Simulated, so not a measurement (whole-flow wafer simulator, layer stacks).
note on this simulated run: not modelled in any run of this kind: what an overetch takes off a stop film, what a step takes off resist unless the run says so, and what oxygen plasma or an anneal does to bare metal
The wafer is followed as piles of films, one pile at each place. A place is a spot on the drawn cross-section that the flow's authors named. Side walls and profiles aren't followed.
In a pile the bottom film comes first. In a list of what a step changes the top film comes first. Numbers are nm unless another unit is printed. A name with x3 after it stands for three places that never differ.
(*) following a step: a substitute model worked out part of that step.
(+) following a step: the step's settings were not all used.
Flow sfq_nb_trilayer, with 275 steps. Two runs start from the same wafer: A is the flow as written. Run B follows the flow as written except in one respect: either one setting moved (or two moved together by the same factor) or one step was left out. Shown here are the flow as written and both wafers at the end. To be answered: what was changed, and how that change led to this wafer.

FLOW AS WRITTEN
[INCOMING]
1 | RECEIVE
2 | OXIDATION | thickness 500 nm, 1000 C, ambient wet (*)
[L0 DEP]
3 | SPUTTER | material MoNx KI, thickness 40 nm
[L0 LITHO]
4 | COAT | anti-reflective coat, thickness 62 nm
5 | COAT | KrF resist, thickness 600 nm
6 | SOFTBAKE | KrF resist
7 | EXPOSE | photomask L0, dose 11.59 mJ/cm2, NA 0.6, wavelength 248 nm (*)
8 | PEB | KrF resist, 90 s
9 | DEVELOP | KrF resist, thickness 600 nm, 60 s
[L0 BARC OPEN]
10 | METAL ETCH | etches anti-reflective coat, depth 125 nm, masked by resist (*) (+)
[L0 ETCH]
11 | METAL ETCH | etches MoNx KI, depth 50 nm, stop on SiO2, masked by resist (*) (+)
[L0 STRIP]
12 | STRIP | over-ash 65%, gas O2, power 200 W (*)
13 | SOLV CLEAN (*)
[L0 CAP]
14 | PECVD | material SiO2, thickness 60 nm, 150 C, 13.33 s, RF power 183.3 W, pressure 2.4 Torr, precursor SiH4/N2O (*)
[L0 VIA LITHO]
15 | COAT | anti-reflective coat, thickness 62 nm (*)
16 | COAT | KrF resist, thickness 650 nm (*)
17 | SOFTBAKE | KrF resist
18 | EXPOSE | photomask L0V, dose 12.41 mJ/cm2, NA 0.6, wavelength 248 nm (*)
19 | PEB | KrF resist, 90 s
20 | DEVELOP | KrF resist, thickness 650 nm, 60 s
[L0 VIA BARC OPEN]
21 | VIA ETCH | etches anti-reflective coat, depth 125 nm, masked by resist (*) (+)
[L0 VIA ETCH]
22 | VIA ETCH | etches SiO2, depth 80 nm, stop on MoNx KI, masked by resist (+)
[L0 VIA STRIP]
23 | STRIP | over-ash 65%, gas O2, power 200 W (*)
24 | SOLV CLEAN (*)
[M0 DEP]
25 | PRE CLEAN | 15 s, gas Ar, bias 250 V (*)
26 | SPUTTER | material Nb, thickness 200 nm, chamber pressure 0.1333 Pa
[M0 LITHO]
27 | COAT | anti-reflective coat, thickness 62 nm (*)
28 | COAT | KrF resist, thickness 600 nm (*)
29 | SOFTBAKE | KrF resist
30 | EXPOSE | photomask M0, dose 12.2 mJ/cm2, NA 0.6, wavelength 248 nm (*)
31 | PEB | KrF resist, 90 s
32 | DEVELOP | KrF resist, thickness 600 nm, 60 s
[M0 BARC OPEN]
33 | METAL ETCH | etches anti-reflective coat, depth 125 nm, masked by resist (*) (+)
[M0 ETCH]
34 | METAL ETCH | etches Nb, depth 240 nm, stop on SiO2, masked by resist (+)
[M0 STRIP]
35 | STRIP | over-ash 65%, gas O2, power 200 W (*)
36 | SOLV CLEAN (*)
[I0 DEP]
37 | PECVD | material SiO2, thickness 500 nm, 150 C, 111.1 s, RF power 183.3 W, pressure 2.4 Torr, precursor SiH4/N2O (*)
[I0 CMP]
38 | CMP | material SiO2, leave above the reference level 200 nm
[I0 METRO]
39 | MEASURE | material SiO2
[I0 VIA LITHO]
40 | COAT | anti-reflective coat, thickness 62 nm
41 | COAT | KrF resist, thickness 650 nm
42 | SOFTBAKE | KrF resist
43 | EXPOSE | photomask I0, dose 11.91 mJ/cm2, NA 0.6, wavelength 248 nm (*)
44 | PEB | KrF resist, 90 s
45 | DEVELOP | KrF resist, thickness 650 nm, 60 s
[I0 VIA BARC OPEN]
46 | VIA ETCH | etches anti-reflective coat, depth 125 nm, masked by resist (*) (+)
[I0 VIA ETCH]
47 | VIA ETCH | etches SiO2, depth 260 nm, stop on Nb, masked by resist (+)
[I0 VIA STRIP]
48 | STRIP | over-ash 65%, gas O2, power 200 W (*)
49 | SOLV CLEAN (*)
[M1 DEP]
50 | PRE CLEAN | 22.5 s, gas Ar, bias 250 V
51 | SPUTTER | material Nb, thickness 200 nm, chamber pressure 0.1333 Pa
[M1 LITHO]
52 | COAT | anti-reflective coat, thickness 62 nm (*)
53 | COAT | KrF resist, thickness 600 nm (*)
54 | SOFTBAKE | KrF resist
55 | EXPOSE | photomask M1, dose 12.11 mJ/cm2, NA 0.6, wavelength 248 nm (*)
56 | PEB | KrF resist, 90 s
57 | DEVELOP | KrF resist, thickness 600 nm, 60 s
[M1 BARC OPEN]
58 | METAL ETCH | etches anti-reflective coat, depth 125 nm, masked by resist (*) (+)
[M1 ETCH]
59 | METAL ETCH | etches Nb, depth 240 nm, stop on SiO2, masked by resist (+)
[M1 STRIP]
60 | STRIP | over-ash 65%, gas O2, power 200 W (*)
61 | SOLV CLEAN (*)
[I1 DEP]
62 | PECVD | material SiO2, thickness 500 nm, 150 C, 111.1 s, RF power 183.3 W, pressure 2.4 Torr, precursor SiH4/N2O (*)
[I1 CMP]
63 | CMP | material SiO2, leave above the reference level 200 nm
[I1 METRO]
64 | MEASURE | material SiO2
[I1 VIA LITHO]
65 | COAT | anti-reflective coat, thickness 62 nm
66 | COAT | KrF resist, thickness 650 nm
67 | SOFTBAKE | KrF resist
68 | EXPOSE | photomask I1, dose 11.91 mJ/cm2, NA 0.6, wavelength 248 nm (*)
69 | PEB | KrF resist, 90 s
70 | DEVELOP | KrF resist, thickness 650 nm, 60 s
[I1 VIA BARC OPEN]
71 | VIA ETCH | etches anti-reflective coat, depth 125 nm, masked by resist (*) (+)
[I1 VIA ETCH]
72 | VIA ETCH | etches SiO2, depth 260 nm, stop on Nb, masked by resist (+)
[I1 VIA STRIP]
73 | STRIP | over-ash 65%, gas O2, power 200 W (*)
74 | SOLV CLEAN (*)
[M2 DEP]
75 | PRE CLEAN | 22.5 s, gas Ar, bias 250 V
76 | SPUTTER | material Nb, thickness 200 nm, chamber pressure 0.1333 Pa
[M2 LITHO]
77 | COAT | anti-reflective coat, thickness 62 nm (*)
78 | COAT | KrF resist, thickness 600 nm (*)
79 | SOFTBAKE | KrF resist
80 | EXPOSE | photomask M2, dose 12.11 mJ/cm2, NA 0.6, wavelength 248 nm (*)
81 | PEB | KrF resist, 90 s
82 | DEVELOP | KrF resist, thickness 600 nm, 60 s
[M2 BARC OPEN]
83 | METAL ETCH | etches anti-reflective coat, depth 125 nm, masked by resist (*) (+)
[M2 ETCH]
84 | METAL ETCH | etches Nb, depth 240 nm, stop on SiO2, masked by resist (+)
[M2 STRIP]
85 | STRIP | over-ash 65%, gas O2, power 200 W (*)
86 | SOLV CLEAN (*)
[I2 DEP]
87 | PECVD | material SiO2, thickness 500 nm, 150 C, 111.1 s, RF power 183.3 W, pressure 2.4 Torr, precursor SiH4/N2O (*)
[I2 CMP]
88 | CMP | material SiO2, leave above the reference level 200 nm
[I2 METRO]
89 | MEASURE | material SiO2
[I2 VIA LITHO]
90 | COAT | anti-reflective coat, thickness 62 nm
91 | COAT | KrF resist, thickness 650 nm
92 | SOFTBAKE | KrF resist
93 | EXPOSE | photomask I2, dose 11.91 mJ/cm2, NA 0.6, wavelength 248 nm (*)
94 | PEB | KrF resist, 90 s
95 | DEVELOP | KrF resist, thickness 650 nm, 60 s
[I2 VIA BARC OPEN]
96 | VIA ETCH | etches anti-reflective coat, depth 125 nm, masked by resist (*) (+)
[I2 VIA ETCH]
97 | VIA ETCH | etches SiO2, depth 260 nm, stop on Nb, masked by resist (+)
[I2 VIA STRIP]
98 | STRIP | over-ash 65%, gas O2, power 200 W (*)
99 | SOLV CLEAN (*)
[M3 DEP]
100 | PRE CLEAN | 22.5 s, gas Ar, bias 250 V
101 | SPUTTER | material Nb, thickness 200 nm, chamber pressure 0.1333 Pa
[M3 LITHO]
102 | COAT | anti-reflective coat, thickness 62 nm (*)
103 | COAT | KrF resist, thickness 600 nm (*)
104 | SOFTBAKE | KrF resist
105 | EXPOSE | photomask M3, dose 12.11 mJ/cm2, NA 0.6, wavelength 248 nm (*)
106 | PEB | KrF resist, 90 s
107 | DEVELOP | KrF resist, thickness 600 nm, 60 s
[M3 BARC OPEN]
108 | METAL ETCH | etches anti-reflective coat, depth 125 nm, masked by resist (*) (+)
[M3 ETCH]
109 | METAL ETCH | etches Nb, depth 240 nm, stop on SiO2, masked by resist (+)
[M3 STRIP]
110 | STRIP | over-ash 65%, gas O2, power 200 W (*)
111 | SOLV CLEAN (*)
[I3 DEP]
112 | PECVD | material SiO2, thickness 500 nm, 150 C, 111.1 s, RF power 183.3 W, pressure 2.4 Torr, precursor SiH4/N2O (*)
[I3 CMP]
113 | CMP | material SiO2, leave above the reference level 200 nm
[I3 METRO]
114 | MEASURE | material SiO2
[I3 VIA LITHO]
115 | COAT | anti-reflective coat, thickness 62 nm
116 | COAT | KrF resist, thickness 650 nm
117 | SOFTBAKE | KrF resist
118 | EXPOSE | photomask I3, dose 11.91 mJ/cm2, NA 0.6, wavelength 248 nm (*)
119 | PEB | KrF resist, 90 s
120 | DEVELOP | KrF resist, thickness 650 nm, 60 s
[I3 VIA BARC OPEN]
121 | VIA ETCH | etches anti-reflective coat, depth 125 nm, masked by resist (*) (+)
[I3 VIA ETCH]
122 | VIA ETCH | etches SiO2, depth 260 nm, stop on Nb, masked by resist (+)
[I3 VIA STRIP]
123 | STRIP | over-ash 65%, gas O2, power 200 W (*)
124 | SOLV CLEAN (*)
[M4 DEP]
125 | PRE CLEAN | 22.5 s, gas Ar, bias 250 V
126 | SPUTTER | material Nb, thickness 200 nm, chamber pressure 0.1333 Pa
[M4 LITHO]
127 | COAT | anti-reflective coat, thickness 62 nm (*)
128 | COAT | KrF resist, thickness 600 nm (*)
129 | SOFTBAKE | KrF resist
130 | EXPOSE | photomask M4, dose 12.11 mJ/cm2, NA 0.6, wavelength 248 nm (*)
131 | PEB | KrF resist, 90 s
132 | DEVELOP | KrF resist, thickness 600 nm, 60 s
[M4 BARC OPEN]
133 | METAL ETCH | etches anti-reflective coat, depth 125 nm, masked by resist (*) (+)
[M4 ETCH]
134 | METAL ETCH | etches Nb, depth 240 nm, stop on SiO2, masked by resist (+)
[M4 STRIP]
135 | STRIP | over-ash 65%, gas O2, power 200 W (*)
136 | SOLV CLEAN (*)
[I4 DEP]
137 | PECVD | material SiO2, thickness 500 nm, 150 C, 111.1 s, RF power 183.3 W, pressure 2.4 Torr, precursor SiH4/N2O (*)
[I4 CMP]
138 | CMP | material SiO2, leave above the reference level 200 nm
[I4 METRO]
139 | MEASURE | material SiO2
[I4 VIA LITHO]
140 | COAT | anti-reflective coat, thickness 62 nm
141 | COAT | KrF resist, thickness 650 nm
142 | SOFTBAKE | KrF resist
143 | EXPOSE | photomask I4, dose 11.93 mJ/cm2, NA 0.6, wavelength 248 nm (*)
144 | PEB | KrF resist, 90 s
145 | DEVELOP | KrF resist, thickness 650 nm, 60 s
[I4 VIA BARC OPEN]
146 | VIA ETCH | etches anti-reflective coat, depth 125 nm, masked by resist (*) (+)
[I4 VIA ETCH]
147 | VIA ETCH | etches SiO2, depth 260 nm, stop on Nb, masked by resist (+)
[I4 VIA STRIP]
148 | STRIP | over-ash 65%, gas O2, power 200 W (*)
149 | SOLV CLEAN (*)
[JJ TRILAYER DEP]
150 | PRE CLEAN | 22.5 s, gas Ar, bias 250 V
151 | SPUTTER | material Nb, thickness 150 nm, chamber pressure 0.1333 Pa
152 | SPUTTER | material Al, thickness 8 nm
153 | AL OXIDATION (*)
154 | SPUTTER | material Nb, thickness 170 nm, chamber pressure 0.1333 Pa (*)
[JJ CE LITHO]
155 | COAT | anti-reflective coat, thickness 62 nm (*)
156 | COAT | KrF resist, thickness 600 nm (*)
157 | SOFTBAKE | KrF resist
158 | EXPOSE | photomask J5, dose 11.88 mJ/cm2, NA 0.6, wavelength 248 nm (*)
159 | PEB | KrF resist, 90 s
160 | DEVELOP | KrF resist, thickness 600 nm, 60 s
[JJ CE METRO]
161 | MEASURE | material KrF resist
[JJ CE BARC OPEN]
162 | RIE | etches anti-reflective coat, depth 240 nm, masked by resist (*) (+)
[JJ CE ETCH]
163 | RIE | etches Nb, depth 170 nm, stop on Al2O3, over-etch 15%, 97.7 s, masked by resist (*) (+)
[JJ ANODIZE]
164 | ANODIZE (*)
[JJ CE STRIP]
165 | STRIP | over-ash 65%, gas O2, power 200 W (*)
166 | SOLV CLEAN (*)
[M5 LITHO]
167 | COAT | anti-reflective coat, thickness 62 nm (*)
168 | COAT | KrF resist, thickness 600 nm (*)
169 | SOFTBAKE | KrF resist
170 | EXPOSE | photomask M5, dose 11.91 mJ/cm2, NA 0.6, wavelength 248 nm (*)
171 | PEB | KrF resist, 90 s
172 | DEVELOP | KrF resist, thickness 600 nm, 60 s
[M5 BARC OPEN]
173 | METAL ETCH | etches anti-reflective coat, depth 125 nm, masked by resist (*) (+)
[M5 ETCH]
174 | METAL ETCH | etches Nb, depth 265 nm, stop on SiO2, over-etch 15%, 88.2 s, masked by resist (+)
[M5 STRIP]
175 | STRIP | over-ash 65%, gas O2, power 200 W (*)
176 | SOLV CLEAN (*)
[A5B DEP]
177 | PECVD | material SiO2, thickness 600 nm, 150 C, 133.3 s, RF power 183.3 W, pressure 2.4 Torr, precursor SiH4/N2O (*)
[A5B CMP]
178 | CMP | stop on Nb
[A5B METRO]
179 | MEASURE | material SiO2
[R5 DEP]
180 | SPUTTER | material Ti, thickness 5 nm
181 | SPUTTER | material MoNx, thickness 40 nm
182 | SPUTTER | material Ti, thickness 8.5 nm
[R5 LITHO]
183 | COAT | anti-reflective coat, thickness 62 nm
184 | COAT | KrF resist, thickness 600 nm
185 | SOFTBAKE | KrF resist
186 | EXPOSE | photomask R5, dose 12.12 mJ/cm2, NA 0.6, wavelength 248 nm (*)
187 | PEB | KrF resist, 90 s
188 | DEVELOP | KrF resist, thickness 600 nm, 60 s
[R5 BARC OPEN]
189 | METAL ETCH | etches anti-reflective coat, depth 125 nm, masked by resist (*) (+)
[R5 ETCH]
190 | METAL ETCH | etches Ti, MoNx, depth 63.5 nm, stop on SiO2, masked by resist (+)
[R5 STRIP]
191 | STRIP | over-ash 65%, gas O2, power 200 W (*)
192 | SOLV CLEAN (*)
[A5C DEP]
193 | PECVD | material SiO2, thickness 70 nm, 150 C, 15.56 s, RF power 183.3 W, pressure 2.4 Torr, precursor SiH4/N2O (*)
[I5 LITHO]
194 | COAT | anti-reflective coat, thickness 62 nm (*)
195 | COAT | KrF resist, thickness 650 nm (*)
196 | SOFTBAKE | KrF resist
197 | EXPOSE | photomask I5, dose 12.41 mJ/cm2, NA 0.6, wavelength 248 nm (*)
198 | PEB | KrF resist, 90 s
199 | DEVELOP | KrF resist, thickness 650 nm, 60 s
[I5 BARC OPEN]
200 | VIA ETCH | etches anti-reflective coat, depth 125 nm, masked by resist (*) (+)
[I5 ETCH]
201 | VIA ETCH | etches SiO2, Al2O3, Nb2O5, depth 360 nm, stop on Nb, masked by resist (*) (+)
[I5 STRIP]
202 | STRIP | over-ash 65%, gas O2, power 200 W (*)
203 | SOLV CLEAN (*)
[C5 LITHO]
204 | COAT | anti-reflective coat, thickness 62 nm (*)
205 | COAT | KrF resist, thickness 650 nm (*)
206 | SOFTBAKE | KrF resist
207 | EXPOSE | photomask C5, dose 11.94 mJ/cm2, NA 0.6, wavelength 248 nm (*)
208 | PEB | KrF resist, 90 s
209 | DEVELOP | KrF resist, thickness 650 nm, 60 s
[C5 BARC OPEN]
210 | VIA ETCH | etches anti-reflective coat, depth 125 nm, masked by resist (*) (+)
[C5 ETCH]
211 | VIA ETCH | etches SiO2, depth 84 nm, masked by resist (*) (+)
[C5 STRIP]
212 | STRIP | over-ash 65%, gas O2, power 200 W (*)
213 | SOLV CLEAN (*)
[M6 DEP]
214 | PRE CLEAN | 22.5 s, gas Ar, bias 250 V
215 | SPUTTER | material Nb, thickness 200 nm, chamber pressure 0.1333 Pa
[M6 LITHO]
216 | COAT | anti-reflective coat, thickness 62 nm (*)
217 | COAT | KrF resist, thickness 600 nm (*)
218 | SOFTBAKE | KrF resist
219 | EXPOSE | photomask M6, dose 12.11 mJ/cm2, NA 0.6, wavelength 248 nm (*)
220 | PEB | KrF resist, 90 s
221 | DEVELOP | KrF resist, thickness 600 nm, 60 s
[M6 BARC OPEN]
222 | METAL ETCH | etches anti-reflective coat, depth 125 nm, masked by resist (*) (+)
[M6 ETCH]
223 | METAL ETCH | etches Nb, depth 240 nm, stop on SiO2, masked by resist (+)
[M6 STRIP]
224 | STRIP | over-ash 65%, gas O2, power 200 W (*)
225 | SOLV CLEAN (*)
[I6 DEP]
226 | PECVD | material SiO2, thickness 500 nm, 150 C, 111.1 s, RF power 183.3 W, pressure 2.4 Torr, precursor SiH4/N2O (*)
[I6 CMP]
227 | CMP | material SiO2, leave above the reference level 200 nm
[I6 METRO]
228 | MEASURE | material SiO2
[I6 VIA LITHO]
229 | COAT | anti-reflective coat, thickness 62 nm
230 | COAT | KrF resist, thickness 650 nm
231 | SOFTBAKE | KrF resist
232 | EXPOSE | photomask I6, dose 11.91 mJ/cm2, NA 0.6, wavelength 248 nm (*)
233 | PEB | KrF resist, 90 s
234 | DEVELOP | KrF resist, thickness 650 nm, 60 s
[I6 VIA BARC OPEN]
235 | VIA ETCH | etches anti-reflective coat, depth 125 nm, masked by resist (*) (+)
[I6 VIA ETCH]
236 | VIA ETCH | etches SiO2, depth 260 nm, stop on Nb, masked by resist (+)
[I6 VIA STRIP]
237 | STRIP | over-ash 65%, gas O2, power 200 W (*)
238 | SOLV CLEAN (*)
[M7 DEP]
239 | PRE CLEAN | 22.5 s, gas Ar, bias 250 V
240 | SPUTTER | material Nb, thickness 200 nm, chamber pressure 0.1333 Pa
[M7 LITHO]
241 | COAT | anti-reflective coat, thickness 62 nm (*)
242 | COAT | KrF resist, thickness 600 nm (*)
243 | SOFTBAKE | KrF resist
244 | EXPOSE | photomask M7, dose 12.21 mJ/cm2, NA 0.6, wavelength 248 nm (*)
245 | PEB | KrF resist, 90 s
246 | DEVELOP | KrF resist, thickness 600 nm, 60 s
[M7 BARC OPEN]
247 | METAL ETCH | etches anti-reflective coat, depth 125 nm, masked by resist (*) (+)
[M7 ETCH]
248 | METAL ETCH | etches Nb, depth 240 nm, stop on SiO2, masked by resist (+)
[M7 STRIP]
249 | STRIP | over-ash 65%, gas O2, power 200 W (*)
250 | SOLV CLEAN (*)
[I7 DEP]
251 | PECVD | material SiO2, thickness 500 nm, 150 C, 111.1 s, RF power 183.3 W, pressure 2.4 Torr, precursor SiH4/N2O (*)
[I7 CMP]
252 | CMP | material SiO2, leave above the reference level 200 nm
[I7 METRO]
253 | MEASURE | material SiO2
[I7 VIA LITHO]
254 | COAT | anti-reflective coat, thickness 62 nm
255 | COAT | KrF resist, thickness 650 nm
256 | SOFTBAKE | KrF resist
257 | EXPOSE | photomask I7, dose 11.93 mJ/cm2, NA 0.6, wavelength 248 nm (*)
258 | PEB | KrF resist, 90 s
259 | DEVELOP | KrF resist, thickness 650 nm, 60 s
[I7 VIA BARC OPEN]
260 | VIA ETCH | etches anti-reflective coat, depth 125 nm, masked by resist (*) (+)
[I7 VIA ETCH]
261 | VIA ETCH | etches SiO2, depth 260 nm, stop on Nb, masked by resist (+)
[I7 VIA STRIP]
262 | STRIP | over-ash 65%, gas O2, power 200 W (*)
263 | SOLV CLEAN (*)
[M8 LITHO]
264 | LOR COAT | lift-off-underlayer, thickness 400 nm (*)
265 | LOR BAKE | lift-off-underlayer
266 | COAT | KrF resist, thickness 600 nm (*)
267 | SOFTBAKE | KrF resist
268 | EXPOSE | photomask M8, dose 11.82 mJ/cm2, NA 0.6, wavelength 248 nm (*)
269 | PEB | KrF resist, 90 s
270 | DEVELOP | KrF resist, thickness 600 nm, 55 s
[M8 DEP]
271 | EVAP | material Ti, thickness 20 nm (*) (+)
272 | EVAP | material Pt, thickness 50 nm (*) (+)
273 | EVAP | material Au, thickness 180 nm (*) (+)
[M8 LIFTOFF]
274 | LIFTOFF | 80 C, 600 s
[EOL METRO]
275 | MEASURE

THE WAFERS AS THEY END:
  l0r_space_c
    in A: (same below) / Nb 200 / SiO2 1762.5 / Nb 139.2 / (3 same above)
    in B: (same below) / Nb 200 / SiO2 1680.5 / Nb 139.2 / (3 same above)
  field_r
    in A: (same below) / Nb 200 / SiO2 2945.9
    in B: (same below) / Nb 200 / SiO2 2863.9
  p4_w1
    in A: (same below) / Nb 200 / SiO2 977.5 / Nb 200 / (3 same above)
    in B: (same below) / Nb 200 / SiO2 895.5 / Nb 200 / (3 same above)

The reason: step 88, CMP: leave above the reference level 118 nm was run, whereas the flow has leave above the reference level 200 nm.

The path from the change to this, step by step:
  88 | CMP | material SiO2, leave above the reference level 200 nm
      field_l, be, be_sur and 81 more: A SiO2 loses 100 | B SiO2 loses 182
      v_sur, via_wl, via_w and 18 more: A SiO2 loses 300 | B SiO2 loses 382
      (as well as at 1 more place)
  97 | VIA ETCH | etches SiO2, depth 260 nm, stop on Nb, masked by resist (+)
      field_l, v_sur, via_wl and 102 more: A KrF resist loses 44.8 | B KrF resist loses 30.5
      via_w: A SiO2 loses 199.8 (all of it) | B SiO2 loses 117.8 (all of it)
  98 | STRIP | over-ash 65%, gas O2, power 200 W (*)
      field_l, v_sur, via_wl and 102 more: A KrF resist loses 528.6 (all of it), anti-reflective coat loses 62 (all of it) | B KrF resist loses 543 (all of it), anti-reflective coat loses 62 (all of it)
  101 | SPUTTER | material Nb, thickness 200 nm, chamber pressure 0.1333 Pa
      via_w: A Nb gains 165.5 | B Nb gains 183.7
  102 | COAT | anti-reflective coat, thickness 62 nm (*)
      via_wl: A anti-reflective coat gains 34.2 (new film) | B anti-reflective coat gains 38.8 (new film)
      via_w: A anti-reflective coat gains 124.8 (new film) | B anti-reflective coat gains 105.8 (new film)
      (as well as at 1 more place)
  103 | COAT | KrF resist, thickness 600 nm (*)
      via_w: A KrF resist gains 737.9 (new film) | B KrF resist gains 670.3 (new film)
  110 | STRIP | over-ash 65%, gas O2, power 200 W (*)
      v_sur: A KrF resist loses 365.3 (all of it), anti-reflective coat loses 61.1 (all of it) | B KrF resist loses 372.8 (all of it), anti-reflective coat loses 60.7 (all of it)
      via_wl: A KrF resist loses 384.2 (all of it), anti-reflective coat loses 34.2 (all of it) | B KrF resist loses 390.1 (all of it), anti-reflective coat loses 38.8 (all of it)
      (as well as at 2 more places)
  112 | PECVD | material SiO2, thickness 500 nm, 150 C, 111.1 s, RF power 183.3 W, pressure 2.4 Torr, precursor SiH4/N2O (*)
      via_w: A SiO2 gains 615 (new film) | B SiO2 gains 500 (new film)
  113 | CMP | material SiO2, leave above the reference level 200 nm
      via_w: A SiO2 loses 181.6 | B SiO2 loses 166.8
